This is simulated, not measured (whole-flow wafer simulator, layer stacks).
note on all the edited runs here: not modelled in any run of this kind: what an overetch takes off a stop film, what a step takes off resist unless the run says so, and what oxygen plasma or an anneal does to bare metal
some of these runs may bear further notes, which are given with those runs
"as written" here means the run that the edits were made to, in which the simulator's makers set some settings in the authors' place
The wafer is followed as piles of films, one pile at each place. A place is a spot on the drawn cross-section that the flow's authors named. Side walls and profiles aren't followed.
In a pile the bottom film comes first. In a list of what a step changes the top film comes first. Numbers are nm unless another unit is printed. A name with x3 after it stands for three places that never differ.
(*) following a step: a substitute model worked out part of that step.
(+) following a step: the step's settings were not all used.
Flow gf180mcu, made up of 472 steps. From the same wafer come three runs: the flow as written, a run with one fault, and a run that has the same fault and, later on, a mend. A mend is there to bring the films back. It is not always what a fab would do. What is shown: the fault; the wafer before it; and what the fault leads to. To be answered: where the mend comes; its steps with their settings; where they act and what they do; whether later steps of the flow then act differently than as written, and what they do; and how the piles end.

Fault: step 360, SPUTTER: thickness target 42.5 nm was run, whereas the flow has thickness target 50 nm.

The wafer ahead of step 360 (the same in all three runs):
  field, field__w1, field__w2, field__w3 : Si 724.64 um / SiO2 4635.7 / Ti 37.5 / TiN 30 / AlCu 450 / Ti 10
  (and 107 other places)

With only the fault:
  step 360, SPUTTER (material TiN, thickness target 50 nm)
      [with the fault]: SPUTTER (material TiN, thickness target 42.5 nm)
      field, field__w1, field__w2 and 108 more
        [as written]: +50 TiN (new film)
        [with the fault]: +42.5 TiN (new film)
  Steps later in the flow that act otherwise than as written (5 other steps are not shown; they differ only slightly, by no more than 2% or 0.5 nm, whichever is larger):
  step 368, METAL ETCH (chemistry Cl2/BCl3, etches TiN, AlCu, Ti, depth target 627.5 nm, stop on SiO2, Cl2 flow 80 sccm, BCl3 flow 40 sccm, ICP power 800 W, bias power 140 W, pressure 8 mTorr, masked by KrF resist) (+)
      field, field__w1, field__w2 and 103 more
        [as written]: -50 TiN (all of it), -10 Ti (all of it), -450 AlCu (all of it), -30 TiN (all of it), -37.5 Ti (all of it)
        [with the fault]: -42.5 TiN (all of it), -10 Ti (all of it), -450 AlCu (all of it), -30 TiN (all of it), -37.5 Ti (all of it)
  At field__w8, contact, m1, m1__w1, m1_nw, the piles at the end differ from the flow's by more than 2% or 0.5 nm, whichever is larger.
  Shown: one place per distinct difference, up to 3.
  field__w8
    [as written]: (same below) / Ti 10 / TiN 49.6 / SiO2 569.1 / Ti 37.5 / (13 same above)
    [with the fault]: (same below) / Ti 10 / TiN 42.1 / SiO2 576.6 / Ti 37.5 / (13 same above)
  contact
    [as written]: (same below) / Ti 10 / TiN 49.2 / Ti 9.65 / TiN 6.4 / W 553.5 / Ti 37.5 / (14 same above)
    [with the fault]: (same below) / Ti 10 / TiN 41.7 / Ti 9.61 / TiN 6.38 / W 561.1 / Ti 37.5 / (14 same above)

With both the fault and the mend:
  The mend stands after step 367.
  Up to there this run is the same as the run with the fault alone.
  step 367a, STRIP (chemistry O2/N2, power 2160 W, pressure 1700 mTorr) (*)
      field__w8, contact, m1, m1__w1, m1_nw
        -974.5 KrF resist (all of it)
  step 367b, SPUTTER (material TiN, thickness target 7.5 nm) (the flow's step 360 again, with other settings)
      field, field__w1, field__w2 and 108 more
        +7.5 TiN
  step 367c, HMDS (120 C, 60 s) (the flow's step 362 again)
      alters no film at any place that is followed
  step 367d, COAT (KrF resist, thickness 1000 nm) (the flow's step 363 again)
      field, field__w1, field__w2 and 108 more
        +1000 KrF resist (new film)
  step 367e, SOFTBAKE (KrF resist) (the flow's step 364 again)
      alters no film at any place that is followed
  step 367f, EXPOSE (photomask Metal4) (the flow's step 365 again)
      alters no film at any place that is followed
  step 367g, PEB (KrF resist, 135 C, 90 s) (the flow's step 366 again)
      field, field__w1, field__w2 and 108 more
        -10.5 KrF resist
  step 367h, DEVELOP (thickness 1000 nm, 60 s) (the flow's step 367 again)
      field, field__w1, field__w2 and 103 more
        -989.5 KrF resist (all of it)
      field__w8, contact, m1, m1__w1, m1_nw
        -14.9 KrF resist
  Every later step of the flow that is run acts as written at every place that is followed.
  By the end, the piles equal the flow's at every place that both follow.
